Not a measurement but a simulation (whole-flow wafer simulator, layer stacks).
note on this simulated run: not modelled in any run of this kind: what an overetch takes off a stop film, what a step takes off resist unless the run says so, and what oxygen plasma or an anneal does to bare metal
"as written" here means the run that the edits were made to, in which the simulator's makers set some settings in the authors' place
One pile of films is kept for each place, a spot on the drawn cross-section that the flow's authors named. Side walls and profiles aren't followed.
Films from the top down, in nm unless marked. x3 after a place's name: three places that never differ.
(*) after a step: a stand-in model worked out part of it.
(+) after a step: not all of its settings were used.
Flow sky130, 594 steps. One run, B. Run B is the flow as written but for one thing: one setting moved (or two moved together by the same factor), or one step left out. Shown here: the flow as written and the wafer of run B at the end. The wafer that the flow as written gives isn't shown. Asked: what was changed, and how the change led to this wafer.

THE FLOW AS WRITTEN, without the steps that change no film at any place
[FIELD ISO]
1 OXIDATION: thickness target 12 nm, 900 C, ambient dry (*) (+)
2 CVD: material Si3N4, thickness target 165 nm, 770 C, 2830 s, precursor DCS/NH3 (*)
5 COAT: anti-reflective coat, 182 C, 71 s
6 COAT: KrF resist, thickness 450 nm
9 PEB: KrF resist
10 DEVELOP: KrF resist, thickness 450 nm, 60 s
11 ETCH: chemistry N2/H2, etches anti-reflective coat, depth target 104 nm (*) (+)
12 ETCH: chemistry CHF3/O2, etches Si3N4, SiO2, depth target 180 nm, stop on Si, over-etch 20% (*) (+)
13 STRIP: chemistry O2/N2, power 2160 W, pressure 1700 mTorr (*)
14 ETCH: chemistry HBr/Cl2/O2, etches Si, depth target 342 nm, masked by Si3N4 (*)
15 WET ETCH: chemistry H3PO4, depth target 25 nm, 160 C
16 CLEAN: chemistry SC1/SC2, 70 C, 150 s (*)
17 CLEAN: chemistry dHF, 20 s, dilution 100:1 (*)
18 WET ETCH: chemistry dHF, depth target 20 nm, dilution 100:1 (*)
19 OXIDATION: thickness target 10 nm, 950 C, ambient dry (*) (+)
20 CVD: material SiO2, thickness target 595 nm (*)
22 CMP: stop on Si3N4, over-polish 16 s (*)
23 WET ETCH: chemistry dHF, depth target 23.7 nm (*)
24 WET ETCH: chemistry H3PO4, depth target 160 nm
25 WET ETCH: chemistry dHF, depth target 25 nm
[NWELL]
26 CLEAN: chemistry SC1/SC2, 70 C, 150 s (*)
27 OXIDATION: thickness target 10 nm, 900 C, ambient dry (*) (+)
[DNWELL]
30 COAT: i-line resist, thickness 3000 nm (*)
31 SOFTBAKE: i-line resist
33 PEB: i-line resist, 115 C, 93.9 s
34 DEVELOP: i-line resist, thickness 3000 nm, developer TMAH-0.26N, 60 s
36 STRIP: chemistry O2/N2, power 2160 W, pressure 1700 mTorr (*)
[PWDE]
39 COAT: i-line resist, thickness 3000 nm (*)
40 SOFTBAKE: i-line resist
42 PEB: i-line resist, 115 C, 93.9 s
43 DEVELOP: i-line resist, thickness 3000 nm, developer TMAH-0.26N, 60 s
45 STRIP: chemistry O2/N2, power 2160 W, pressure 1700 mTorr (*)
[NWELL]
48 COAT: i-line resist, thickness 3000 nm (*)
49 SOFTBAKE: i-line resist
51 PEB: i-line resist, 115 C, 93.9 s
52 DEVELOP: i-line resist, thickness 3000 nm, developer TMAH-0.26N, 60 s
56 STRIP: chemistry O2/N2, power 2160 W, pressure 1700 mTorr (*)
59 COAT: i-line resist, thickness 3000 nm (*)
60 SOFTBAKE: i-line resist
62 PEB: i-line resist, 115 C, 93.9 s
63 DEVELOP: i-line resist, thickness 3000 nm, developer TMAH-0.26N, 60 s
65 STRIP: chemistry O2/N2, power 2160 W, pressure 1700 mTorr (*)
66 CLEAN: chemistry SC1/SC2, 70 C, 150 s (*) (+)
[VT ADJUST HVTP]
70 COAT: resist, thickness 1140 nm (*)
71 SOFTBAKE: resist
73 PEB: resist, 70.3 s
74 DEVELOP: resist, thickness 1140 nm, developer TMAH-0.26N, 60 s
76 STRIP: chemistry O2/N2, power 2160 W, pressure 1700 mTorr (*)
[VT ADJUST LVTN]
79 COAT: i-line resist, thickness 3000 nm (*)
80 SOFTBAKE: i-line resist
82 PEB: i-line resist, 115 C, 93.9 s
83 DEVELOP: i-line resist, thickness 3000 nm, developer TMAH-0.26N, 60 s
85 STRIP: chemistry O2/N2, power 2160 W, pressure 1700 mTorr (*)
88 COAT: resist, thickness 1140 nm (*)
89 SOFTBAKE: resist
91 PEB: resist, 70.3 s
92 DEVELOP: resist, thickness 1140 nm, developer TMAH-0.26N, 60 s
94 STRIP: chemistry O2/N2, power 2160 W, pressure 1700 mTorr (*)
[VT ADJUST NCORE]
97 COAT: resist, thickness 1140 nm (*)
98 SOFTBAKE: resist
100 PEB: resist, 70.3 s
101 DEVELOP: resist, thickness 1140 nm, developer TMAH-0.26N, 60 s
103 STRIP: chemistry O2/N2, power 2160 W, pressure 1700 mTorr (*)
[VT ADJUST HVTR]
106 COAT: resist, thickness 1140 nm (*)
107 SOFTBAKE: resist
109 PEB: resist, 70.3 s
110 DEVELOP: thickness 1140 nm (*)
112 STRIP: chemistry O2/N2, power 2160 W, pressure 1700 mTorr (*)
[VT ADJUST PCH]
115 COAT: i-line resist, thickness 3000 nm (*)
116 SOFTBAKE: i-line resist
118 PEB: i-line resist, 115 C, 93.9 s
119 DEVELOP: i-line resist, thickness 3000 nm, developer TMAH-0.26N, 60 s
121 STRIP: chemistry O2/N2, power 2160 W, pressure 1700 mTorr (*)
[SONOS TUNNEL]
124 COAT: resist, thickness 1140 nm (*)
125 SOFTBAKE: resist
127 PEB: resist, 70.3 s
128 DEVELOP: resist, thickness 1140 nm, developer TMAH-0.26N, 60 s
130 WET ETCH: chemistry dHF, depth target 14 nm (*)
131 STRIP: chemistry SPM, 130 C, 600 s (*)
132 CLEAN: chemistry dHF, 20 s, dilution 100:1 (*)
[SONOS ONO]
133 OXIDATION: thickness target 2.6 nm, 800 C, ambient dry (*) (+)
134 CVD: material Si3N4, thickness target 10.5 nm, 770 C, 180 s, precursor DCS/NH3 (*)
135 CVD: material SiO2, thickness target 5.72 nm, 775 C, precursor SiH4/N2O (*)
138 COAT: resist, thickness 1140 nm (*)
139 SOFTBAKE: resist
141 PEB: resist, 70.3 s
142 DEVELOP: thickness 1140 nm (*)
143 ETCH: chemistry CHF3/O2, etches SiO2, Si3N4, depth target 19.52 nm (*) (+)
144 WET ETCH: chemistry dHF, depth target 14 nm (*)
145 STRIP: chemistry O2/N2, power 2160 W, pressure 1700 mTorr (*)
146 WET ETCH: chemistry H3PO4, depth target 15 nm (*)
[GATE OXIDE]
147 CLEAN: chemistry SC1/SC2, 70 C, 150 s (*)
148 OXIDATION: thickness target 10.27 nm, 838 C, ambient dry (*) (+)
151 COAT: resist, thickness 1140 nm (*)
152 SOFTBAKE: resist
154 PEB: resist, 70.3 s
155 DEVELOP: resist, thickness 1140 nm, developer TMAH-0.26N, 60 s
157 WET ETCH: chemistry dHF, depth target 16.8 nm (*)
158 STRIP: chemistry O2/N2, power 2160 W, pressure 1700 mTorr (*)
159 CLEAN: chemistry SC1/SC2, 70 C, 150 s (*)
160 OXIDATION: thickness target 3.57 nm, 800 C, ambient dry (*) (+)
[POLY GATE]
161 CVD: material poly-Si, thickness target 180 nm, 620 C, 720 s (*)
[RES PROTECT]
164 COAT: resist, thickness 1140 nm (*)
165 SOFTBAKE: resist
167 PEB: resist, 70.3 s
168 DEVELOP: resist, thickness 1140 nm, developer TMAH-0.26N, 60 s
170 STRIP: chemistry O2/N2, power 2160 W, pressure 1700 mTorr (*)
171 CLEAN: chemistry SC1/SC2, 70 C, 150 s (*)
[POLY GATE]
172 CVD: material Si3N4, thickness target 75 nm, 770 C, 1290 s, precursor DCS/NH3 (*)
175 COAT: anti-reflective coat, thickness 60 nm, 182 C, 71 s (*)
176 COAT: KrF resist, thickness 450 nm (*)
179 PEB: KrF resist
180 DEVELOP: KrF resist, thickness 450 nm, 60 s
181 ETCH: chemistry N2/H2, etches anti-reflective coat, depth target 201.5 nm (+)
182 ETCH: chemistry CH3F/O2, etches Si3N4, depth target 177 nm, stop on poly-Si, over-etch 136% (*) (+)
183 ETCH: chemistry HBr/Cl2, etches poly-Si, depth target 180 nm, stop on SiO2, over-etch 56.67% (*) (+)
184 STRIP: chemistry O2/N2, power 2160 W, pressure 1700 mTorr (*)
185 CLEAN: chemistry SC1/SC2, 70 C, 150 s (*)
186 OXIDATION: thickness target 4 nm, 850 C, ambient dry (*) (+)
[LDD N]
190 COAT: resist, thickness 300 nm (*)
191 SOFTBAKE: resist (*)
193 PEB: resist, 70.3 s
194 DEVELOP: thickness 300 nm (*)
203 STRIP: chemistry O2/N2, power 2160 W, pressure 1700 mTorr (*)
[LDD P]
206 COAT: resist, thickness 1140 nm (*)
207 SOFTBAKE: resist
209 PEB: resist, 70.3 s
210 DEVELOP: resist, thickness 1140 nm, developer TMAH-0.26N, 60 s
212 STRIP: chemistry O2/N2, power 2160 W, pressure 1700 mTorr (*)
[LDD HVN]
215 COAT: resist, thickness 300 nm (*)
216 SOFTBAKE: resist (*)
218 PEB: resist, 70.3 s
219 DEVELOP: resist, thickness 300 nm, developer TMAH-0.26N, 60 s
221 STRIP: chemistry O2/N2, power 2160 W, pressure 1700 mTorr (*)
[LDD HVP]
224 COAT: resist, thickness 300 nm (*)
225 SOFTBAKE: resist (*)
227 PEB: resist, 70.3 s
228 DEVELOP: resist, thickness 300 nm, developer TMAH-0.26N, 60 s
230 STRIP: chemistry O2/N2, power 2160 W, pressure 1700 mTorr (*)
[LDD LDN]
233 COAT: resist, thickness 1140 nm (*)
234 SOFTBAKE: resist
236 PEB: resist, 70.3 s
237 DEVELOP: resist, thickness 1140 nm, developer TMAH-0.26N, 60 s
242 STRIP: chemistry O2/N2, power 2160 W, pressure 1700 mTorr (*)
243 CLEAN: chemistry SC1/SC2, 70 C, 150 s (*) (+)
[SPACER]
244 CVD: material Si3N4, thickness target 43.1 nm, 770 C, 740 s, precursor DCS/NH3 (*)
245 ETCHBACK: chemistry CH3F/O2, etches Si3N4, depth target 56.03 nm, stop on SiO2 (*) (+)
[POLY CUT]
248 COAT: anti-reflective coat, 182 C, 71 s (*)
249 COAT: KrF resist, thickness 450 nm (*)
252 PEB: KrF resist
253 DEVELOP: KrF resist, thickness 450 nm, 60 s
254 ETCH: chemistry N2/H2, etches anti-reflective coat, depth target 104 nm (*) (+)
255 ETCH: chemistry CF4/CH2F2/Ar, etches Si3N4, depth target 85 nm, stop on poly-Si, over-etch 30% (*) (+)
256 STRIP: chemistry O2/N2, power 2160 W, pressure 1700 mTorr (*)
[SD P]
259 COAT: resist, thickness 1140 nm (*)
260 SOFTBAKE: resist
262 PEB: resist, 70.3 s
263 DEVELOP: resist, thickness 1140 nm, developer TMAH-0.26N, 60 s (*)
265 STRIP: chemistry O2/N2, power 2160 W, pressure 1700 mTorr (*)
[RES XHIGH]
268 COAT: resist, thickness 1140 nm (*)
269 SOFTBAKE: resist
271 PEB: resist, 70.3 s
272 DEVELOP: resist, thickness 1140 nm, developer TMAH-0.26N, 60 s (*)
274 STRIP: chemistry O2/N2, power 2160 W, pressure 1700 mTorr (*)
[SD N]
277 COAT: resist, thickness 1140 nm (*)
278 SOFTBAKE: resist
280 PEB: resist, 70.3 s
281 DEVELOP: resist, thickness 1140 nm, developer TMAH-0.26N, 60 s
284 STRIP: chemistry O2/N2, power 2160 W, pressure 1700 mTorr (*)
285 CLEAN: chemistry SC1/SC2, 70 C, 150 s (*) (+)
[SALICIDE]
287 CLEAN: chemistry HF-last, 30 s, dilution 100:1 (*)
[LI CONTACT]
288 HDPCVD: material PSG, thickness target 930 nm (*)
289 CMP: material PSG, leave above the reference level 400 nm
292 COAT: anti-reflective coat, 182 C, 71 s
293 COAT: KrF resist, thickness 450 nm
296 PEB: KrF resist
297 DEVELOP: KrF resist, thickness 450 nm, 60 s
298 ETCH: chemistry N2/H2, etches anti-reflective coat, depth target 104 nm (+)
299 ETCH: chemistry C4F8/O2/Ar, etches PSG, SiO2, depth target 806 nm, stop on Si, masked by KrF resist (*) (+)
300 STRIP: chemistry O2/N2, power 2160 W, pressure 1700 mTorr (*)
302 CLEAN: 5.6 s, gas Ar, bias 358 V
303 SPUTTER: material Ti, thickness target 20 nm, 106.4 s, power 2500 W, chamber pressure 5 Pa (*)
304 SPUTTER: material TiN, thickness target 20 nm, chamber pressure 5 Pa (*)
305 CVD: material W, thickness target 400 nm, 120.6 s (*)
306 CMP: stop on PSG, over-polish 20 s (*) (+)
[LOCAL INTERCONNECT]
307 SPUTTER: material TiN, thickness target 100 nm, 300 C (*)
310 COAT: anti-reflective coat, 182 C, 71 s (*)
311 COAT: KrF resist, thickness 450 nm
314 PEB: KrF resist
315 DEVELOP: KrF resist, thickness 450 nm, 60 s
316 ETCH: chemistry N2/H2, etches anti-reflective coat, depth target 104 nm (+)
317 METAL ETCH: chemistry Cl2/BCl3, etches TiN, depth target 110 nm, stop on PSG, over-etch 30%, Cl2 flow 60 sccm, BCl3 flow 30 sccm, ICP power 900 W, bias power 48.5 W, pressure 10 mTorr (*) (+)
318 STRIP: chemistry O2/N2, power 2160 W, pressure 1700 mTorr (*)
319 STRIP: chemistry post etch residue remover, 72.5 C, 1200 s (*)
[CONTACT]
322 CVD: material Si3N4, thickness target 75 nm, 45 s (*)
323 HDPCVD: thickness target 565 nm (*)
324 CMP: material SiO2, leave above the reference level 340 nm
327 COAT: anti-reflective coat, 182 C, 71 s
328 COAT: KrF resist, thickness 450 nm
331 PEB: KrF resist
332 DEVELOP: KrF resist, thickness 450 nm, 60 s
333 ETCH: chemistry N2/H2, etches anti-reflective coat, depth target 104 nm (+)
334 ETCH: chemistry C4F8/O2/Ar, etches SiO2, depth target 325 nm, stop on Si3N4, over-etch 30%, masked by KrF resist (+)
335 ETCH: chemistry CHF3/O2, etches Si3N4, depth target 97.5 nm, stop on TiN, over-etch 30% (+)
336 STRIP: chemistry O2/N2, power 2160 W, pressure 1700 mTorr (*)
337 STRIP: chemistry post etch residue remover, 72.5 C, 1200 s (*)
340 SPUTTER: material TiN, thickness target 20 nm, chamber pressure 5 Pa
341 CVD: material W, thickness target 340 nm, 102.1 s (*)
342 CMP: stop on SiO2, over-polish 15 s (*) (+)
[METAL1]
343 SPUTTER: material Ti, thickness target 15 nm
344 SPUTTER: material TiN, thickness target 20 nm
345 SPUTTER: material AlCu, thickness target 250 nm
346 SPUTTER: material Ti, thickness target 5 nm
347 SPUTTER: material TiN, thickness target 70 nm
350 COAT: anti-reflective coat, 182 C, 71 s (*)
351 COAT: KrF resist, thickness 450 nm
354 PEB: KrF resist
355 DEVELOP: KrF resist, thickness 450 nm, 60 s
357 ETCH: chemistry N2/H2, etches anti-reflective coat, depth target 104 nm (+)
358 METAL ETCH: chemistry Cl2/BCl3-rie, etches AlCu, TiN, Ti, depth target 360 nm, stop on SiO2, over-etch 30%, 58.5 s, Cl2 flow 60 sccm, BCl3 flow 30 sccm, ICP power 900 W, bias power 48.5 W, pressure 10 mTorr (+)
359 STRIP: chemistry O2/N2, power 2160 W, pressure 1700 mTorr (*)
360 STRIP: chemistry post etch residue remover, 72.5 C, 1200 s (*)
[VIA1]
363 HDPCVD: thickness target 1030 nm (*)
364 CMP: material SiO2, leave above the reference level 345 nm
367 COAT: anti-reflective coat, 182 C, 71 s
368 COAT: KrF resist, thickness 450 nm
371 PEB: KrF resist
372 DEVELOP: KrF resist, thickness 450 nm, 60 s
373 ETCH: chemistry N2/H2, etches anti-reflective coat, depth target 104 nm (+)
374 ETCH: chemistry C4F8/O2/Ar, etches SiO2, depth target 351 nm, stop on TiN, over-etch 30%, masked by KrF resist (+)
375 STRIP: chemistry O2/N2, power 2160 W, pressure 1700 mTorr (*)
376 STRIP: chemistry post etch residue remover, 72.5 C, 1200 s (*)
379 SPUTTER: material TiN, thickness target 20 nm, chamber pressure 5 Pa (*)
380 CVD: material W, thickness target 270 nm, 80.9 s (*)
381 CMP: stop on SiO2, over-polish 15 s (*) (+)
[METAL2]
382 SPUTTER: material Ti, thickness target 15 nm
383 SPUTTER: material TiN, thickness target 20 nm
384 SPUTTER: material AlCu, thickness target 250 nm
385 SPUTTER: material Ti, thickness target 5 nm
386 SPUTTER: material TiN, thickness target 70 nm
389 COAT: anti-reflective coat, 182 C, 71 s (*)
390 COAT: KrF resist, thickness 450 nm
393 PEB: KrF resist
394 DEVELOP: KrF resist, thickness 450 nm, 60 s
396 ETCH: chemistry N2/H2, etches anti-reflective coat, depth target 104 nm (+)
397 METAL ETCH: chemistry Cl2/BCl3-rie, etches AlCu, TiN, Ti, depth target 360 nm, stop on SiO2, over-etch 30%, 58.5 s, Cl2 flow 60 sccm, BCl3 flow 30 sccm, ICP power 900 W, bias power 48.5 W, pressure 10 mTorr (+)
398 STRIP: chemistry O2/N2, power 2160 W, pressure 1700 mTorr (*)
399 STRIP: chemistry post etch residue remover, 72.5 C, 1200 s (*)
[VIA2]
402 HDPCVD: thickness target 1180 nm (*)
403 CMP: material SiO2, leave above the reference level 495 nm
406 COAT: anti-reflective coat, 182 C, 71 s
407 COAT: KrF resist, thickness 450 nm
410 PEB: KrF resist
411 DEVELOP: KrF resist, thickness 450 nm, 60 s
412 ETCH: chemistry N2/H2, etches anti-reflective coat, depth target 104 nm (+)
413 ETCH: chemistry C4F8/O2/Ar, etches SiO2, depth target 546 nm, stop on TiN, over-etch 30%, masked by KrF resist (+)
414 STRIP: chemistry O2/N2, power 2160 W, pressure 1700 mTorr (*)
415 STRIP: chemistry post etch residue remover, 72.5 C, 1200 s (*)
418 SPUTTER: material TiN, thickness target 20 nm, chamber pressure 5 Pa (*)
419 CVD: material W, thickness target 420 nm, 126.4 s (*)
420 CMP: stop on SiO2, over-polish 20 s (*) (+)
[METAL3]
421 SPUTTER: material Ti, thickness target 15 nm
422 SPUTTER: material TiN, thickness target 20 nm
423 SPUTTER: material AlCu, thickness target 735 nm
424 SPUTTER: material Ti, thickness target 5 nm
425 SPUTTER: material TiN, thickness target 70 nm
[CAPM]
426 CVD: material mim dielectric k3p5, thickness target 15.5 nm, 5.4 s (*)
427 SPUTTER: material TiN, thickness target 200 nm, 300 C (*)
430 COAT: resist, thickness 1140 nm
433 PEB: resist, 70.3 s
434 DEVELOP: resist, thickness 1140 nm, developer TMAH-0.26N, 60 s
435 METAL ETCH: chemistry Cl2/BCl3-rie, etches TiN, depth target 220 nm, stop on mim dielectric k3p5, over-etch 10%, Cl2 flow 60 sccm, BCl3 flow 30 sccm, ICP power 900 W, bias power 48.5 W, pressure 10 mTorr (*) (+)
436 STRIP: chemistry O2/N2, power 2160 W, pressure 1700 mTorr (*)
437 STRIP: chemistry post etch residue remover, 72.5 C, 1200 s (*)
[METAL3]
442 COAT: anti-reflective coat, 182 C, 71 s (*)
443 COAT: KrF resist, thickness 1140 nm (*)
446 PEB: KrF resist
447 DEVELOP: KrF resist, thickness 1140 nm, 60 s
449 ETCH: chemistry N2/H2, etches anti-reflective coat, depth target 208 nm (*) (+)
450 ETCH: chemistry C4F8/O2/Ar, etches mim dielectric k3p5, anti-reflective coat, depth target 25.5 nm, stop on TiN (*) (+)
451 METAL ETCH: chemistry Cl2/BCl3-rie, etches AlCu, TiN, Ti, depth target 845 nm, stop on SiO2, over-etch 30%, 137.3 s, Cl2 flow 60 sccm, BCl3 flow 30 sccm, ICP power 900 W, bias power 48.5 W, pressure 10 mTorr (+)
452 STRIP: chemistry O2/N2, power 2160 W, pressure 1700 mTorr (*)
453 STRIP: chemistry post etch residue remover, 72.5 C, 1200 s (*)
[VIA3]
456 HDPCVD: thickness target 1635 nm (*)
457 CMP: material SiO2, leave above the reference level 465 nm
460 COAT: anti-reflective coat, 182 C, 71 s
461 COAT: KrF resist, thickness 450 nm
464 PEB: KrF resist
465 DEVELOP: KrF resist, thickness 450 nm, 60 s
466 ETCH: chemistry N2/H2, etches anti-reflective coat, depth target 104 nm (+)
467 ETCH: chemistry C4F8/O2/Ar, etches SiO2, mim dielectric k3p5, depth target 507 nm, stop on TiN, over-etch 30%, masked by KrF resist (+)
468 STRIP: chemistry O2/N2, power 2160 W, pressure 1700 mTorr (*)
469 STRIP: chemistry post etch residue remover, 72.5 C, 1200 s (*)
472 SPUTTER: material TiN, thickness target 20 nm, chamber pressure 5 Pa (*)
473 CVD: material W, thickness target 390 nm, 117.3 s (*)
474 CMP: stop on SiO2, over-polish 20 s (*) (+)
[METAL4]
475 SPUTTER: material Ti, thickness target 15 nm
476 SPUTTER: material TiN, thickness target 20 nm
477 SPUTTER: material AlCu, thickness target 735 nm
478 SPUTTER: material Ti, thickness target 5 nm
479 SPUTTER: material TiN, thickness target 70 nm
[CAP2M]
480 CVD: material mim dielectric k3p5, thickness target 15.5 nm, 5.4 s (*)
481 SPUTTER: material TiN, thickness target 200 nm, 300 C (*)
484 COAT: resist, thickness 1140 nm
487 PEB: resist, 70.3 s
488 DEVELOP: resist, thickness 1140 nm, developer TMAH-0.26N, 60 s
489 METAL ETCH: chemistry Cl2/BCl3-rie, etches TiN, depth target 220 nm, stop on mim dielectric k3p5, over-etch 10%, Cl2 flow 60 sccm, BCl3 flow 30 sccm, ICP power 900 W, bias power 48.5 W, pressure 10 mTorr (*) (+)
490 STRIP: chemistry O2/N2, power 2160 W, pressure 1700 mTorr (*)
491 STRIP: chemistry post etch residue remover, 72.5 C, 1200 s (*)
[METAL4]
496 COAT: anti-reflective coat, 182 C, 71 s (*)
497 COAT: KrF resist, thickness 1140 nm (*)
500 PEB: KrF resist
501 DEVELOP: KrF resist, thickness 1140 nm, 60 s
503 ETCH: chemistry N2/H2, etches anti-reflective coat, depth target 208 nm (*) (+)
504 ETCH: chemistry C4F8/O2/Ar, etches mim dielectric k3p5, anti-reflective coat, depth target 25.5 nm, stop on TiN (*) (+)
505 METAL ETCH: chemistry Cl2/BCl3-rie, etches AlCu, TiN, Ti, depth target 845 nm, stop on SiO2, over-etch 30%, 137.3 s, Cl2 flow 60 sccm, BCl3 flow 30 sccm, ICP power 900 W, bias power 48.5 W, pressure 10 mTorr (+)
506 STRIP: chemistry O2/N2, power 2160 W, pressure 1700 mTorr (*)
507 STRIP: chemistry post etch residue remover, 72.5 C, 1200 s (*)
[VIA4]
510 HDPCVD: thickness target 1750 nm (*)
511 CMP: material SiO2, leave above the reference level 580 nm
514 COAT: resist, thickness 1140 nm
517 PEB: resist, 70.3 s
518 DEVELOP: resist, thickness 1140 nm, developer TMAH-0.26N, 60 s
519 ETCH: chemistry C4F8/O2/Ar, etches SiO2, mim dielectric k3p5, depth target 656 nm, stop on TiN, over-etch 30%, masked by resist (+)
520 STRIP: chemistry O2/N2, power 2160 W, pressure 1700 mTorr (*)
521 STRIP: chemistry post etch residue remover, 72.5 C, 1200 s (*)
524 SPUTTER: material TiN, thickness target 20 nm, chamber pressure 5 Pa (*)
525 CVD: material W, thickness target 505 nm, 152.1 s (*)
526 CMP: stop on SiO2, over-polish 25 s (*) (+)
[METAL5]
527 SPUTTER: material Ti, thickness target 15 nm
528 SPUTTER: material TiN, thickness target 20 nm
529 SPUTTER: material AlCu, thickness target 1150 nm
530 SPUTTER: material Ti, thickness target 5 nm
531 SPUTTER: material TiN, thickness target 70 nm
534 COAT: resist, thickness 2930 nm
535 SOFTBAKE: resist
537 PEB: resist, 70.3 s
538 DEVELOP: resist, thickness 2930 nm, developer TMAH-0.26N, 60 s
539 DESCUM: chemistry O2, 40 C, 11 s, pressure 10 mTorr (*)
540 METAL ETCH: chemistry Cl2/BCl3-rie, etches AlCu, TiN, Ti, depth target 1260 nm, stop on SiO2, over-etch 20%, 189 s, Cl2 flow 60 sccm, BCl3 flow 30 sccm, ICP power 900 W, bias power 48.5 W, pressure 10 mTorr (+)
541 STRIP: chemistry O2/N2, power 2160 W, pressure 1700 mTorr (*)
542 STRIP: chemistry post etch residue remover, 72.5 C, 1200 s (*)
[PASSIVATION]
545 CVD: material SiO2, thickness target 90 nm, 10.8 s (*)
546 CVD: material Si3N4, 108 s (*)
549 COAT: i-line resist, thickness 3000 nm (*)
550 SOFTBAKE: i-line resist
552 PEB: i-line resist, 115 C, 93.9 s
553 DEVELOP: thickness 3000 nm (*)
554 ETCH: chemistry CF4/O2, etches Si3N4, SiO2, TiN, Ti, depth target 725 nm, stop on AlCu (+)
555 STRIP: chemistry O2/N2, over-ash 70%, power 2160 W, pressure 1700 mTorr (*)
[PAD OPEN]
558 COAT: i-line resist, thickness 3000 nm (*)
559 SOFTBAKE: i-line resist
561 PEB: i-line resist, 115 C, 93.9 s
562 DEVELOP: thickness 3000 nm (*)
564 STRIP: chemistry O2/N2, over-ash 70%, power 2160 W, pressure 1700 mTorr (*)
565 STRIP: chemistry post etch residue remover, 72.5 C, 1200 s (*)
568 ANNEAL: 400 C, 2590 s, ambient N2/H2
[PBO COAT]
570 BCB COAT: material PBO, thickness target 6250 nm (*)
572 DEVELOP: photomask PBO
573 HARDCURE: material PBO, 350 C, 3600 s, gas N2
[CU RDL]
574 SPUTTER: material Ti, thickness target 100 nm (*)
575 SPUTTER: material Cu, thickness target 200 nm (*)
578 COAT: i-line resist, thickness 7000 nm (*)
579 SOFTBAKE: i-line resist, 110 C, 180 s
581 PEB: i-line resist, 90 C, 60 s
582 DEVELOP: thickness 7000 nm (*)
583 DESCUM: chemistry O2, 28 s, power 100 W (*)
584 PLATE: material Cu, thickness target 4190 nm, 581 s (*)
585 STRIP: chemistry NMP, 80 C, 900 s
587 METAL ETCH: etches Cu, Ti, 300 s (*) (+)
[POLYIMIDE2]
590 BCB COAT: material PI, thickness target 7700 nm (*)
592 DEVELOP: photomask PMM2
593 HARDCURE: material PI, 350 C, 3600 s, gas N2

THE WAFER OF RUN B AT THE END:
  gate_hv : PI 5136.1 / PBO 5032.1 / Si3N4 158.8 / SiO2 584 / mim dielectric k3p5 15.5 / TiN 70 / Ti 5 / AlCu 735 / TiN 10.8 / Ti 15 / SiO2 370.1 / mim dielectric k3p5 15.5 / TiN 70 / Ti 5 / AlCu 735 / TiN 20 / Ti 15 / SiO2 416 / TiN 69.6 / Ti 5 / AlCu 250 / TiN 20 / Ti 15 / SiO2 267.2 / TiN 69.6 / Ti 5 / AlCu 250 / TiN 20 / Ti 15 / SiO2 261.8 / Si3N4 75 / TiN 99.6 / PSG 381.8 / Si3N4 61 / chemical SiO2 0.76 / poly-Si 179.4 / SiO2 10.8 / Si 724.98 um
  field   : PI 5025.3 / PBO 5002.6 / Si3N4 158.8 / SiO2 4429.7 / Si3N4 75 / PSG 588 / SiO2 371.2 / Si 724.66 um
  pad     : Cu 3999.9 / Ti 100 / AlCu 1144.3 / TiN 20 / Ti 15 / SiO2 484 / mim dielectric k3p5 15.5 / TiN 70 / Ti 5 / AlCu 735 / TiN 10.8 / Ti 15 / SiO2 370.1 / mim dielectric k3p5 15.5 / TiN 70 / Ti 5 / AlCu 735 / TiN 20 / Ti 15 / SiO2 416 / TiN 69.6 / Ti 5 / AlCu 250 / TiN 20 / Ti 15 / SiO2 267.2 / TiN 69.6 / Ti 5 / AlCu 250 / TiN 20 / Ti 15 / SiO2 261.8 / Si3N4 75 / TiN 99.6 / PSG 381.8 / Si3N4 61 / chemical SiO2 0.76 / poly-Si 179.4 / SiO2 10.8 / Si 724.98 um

The cause: step 476, SPUTTER: thickness target 10.8 nm was run, where the flow has thickness target 20 nm.
It can be read off the wafer: gate_hv has TiN 10.8, and step 476 as written asks for 20 nm.

How the change led to this, step by step:
  476 SPUTTER: material TiN, thickness target 20 nm
      field, active, n_well and 189 more: TiN +10.8 (new film) (as written it would be: TiN +20 (new film))
  505 METAL ETCH: chemistry Cl2/BCl3-rie, etches AlCu, TiN, Ti, depth target 845 nm, stop on SiO2, over-etch 30%, 137.3 s, Cl2 flow 60 sccm, BCl3 flow 30 sccm, ICP power 900 W, bias power 48.5 W, pressure 10 mTorr (+)
      field, gate, spacer and 68 more: TiN -70 (all of it), Ti -5 (all of it), AlCu -735 (all of it), TiN -10.8 (all of it), Ti -15 (all of it), SiO2 -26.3 (as written it would be: TiN -70 (all of it), Ti -5 (all of it), AlCu -735 (all of it), TiN -20 (all of it), Ti -15 (all of it), SiO2 -25.4)
      active, vpp_iso1, mim_edge_plate and 14 more: TiN -70 (all of it), Ti -5 (all of it), AlCu -735 (all of it), TiN -10.8 (all of it), Ti -15 (all of it), SiO2 -26.3 (as written it would be: TiN -70 (all of it), Ti -5 (all of it), AlCu -735 (all of it), TiN -20 (all of it), Ti -15 (all of it), SiO2 -25.3)
  511 CMP: material SiO2, leave above the reference level 580 nm
      field, active, gate and 77 more: SiO2 -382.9 (as written it would be: SiO2 -374.7)
      iso_guard__w1, mim_edge_gap, vpp_l1ln, vpp_m3ln, rpm_encl, via2_enc, rpm_encl_psd, iso_guard_nsd_tip: SiO2 -382.9 (as written it would be: SiO2 -374.6)
